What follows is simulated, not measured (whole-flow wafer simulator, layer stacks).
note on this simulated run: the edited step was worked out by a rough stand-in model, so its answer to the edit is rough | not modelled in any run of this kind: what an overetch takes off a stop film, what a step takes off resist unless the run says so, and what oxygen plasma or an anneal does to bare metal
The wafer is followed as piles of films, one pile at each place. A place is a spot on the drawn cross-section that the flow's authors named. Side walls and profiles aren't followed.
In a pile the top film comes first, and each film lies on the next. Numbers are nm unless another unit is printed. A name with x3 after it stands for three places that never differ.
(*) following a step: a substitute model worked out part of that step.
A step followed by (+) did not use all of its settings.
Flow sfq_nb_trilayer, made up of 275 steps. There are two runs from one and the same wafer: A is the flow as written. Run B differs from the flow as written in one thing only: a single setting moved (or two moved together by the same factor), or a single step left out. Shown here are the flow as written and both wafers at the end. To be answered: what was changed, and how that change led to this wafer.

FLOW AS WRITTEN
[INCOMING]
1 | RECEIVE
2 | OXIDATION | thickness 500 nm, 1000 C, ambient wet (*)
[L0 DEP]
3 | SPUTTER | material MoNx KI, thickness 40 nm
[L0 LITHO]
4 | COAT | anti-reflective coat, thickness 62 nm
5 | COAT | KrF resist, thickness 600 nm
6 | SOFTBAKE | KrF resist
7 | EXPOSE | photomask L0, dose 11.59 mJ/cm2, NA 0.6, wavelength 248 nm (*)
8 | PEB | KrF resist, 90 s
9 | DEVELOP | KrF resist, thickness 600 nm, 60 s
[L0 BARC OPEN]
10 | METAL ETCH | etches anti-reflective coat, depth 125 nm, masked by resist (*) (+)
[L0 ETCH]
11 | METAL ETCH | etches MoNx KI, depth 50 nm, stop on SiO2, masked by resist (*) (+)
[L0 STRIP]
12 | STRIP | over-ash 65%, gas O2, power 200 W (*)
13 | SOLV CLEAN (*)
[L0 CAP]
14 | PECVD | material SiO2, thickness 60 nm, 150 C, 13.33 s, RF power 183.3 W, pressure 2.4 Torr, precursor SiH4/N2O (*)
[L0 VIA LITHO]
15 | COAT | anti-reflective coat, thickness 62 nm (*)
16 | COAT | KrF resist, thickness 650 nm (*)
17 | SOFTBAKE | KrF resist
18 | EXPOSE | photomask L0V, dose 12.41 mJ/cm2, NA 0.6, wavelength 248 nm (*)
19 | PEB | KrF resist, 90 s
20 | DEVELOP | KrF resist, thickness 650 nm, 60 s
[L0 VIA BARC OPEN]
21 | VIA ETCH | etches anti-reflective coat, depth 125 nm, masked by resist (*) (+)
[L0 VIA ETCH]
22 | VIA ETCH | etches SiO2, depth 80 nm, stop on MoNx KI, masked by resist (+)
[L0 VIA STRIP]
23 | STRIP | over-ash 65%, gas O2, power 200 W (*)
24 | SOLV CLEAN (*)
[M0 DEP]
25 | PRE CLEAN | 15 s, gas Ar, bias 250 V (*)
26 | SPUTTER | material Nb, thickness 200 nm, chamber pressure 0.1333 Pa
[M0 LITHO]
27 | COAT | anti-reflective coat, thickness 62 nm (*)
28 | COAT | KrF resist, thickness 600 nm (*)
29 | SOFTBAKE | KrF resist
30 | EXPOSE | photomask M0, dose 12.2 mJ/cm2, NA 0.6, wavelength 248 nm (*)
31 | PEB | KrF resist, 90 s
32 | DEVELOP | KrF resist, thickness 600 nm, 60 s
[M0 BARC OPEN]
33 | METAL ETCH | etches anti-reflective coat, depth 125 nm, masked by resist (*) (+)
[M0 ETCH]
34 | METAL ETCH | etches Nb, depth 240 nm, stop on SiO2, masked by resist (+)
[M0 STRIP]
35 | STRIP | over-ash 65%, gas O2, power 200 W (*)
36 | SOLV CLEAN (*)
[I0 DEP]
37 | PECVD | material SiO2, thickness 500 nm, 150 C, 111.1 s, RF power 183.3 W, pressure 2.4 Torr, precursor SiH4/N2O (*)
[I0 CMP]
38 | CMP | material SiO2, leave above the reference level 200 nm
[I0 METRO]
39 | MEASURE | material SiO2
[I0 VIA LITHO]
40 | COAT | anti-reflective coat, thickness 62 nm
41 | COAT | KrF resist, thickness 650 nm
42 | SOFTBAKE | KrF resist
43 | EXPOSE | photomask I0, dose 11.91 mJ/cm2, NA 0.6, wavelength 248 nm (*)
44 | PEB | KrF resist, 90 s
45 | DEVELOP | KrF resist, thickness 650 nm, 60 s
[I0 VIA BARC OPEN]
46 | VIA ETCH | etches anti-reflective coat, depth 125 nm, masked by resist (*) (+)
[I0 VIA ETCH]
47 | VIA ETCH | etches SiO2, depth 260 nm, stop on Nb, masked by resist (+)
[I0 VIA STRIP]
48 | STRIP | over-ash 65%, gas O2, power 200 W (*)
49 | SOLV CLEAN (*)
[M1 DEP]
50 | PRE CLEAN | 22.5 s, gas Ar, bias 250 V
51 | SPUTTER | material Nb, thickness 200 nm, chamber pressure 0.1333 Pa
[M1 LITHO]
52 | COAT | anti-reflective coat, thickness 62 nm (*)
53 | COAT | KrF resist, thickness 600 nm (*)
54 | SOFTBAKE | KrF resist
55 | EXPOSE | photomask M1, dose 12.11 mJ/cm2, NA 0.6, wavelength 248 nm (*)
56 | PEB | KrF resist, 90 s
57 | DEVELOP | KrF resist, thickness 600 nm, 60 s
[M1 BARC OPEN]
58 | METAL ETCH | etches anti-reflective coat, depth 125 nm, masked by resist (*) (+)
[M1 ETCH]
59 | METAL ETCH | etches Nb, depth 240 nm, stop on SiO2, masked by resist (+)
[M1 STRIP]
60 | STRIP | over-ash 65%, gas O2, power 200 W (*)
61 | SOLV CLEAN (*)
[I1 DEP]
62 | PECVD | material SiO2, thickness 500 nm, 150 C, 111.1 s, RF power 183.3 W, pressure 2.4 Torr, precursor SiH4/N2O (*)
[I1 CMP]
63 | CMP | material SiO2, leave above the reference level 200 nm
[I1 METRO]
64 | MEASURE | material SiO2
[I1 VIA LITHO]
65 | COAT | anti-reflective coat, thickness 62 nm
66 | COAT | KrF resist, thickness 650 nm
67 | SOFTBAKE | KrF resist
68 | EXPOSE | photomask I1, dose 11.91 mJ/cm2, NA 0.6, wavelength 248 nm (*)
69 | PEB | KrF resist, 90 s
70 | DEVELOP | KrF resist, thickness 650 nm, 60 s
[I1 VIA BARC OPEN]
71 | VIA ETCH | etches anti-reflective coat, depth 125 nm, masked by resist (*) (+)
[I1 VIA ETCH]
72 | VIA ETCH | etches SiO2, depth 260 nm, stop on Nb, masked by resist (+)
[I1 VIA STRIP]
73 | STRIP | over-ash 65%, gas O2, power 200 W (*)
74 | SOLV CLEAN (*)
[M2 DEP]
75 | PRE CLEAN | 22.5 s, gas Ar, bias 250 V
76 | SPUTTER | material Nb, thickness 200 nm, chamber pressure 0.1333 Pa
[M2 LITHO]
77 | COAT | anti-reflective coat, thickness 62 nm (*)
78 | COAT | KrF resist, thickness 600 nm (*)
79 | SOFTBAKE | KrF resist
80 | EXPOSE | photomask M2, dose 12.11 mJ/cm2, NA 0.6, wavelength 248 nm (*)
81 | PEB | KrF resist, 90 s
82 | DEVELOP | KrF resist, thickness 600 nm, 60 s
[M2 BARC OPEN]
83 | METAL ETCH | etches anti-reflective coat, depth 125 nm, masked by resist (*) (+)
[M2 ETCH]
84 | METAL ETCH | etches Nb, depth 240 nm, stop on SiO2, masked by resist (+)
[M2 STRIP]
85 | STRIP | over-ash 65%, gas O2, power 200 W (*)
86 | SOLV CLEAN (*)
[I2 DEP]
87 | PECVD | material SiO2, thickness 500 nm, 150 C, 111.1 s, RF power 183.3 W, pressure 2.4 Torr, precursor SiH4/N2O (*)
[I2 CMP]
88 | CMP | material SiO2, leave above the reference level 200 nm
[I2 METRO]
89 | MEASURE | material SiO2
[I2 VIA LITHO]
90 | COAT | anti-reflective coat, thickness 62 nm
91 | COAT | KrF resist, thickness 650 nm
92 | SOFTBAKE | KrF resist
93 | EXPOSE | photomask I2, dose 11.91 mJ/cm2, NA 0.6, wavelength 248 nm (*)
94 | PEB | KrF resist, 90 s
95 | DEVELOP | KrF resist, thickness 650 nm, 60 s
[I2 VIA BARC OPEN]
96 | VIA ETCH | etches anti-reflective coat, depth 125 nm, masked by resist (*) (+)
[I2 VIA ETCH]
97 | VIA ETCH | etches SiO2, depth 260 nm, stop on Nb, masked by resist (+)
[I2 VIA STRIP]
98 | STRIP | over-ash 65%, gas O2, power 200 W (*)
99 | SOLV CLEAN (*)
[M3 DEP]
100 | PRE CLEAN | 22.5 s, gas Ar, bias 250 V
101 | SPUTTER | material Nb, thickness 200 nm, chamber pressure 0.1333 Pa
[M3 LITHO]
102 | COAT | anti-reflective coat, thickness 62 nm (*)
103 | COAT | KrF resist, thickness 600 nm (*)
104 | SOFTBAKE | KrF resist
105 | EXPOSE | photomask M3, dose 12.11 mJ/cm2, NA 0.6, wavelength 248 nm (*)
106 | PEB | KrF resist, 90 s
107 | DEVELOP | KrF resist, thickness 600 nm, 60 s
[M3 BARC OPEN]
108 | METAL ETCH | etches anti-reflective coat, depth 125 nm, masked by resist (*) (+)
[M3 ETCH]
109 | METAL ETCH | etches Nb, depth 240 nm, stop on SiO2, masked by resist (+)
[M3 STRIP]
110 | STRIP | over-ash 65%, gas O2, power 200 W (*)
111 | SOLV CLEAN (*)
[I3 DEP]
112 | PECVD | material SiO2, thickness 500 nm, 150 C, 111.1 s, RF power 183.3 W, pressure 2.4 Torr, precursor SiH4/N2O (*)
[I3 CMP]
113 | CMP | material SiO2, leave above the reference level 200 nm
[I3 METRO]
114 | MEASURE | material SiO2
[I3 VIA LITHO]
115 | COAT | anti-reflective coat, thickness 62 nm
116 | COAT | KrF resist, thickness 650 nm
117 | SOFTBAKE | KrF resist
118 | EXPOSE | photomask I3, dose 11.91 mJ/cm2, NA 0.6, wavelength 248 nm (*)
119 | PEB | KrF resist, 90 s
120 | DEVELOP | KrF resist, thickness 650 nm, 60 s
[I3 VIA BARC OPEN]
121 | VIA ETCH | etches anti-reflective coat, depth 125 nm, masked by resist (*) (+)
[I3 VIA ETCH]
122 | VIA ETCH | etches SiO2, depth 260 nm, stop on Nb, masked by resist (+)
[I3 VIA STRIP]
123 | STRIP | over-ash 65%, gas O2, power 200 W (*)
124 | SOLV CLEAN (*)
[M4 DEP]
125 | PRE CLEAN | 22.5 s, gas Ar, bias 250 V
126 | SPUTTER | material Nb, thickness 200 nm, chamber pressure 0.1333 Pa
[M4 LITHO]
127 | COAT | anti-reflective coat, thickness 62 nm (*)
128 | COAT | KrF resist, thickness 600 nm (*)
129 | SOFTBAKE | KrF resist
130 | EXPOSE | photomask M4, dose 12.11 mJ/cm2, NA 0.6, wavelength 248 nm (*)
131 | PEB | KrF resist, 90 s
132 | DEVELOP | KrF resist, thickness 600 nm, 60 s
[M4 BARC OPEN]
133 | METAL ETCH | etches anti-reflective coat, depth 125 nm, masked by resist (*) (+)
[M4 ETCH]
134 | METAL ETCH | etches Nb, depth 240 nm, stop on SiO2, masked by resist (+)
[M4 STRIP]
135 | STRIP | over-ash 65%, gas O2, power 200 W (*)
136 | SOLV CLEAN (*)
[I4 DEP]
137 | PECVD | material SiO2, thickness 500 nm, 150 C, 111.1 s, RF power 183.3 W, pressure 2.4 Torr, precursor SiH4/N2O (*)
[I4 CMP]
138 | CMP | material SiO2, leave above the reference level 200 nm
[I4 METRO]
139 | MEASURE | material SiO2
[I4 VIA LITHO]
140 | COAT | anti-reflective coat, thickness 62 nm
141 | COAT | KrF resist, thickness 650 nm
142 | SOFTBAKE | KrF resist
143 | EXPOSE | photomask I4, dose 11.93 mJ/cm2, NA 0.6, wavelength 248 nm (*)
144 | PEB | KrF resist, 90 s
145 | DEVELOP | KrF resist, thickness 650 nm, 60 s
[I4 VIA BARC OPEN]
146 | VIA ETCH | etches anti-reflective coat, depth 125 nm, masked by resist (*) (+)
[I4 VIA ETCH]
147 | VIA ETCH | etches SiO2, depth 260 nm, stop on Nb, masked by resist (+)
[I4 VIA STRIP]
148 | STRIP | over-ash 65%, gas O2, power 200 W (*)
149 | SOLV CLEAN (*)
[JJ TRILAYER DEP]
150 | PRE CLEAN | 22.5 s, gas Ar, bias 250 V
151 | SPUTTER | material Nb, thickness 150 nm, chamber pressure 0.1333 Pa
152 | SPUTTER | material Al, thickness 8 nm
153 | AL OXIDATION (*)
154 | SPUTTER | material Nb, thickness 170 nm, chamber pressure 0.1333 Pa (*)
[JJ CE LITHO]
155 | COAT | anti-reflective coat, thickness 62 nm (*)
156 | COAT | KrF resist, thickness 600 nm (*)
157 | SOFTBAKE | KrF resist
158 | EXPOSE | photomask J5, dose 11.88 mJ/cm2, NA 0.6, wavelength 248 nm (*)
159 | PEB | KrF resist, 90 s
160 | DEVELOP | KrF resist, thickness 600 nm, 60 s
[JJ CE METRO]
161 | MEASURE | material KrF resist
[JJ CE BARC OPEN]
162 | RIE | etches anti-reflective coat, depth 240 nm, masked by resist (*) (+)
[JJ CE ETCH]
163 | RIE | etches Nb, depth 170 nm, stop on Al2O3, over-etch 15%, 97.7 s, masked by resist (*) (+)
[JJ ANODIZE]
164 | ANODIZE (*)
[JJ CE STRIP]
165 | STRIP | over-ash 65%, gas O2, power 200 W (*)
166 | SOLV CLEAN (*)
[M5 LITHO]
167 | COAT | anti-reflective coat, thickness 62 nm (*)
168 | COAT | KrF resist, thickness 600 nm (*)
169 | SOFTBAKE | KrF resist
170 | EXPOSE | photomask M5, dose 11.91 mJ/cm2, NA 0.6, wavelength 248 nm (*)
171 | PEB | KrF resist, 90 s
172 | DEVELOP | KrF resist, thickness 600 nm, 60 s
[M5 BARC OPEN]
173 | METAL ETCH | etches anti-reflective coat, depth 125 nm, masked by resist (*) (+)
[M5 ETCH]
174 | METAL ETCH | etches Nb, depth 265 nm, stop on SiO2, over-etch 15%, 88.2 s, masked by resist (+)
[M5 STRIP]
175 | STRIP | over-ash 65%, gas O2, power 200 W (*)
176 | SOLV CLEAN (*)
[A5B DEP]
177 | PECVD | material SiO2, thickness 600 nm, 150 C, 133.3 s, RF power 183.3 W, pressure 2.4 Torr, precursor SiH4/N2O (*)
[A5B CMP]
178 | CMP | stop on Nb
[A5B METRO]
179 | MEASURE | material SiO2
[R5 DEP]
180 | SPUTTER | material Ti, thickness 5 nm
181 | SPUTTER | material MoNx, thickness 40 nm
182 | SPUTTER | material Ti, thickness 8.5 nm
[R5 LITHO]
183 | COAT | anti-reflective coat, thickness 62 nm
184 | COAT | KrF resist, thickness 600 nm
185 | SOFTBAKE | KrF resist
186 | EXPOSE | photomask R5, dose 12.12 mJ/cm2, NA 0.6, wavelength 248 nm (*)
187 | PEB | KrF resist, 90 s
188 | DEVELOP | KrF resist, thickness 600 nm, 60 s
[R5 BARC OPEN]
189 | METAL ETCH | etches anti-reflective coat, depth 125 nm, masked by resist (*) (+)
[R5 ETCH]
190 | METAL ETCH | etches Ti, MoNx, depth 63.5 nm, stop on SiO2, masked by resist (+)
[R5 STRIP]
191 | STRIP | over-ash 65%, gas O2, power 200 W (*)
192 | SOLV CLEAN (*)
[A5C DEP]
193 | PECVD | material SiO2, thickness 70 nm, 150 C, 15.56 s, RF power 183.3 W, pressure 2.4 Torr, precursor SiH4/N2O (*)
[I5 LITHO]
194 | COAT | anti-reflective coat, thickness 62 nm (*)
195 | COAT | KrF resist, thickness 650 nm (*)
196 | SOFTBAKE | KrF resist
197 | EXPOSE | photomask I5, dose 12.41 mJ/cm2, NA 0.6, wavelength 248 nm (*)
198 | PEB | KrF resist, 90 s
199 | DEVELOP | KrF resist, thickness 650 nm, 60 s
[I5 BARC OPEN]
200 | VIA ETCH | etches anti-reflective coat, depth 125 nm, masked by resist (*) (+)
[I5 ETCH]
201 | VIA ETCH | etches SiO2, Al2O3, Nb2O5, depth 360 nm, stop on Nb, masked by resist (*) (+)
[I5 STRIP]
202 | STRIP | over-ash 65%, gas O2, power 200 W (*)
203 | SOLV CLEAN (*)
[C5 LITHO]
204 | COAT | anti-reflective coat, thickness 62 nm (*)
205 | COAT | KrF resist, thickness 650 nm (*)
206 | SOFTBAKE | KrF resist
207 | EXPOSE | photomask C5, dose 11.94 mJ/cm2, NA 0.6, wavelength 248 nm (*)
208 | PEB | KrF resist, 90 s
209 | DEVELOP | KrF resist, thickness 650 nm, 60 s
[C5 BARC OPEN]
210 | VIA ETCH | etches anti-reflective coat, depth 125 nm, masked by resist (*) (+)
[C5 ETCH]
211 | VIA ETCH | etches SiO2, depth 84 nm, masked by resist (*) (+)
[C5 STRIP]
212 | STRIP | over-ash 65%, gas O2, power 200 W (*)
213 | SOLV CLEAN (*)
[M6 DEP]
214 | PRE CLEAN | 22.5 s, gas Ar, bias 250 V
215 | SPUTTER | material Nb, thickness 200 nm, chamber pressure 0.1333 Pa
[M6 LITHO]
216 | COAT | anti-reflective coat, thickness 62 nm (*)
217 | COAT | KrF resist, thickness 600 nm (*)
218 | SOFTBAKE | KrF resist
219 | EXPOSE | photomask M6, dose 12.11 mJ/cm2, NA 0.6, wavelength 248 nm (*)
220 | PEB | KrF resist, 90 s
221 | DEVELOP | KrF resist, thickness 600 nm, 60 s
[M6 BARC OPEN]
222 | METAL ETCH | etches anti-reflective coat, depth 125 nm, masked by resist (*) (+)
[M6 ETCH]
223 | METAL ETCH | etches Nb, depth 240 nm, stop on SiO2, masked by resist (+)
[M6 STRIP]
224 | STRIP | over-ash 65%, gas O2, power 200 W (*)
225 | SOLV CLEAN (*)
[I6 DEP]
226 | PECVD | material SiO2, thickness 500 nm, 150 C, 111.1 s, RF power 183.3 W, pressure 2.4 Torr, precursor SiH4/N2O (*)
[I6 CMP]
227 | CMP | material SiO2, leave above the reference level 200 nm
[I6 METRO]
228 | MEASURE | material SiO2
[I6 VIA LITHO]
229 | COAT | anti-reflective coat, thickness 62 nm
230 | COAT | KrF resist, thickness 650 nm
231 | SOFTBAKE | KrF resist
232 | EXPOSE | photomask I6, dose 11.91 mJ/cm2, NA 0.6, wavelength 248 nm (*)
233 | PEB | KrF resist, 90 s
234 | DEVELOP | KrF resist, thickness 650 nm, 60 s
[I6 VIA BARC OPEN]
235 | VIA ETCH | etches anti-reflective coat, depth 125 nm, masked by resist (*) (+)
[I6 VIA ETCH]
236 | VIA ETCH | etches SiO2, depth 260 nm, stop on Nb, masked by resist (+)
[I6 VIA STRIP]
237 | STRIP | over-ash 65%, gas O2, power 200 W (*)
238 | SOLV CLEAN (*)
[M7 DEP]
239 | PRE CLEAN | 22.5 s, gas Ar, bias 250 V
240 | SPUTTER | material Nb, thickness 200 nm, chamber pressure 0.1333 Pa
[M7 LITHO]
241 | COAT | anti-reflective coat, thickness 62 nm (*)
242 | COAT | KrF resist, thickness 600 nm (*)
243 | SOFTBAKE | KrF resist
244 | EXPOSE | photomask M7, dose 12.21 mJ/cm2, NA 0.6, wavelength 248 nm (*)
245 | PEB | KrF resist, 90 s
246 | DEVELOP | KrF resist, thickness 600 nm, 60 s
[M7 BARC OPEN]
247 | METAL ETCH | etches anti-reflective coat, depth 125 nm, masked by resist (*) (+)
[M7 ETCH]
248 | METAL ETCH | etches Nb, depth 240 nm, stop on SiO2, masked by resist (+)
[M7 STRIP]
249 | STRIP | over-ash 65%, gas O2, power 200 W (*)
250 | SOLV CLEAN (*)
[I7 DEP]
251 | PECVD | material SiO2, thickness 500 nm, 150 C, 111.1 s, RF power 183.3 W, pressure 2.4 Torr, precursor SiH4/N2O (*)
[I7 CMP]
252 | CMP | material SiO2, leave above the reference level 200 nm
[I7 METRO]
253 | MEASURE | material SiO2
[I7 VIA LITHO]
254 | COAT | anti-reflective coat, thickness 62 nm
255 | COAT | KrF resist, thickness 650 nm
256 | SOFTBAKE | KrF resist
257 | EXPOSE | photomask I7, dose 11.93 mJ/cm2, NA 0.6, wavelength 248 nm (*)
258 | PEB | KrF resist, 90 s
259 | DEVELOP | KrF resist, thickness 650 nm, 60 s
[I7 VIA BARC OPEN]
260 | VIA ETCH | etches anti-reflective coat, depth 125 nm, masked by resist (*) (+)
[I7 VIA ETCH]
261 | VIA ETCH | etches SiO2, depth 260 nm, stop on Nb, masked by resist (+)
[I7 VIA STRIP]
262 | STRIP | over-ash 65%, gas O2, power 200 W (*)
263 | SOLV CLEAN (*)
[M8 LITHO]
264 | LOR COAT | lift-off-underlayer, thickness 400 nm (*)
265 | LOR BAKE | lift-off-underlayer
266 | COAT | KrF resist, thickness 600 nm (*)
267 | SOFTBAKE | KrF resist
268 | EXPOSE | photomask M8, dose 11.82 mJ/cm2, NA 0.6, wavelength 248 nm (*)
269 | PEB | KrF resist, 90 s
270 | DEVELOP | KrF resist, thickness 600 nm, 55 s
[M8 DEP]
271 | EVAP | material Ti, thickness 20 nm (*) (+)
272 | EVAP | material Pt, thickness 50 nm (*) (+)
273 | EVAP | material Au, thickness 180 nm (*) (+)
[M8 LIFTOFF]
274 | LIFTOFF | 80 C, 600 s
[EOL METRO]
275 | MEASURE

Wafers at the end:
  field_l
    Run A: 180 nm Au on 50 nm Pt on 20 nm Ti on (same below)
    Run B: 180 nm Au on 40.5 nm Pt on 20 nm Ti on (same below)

The reason: step 272, EVAP: thickness 40.5 nm was run, while the flow as written has thickness 50 nm.
The wafer itself shows it: field_l has Pt 40.5, and step 272 as written asks for 50 nm.

Step by step, how the change led to this:
  272 | EVAP | material Pt, thickness 50 nm (*) (+)
      field_l, v_sur, via_wl and 103 more: A Pt gains 50 (new film) | B Pt gains 40.5 (new film)
  274 | LIFTOFF | 80 C, 600 s
      p4_fl x3, p4_w1 x9, p4_g1 x2 and 60 more: A Au loses 180 (all of it), Pt loses 50 (all of it), Ti loses 20 (all of it), KrF resist loses 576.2 (all of it), lift-off-underlayer loses 400 (all of it) | B Au loses 180 (all of it), Pt loses 40.5 (all of it), Ti loses 20 (all of it), KrF resist loses 576.2 (all of it), lift-off-underlayer loses 400 (all of it)
      c5j, ce_r: A Au loses 180 (all of it), Pt loses 50 (all of it), Ti loses 20 (all of it), KrF resist loses 573.3 (all of it), lift-off-underlayer loses 399.3 (all of it) | B Au loses 180 (all of it), Pt loses 40.5 (all of it), Ti loses 20 (all of it), KrF resist loses 573.3 (all of it), lift-off-underlayer loses 399.3 (all of it)
      (also at 19 further places)
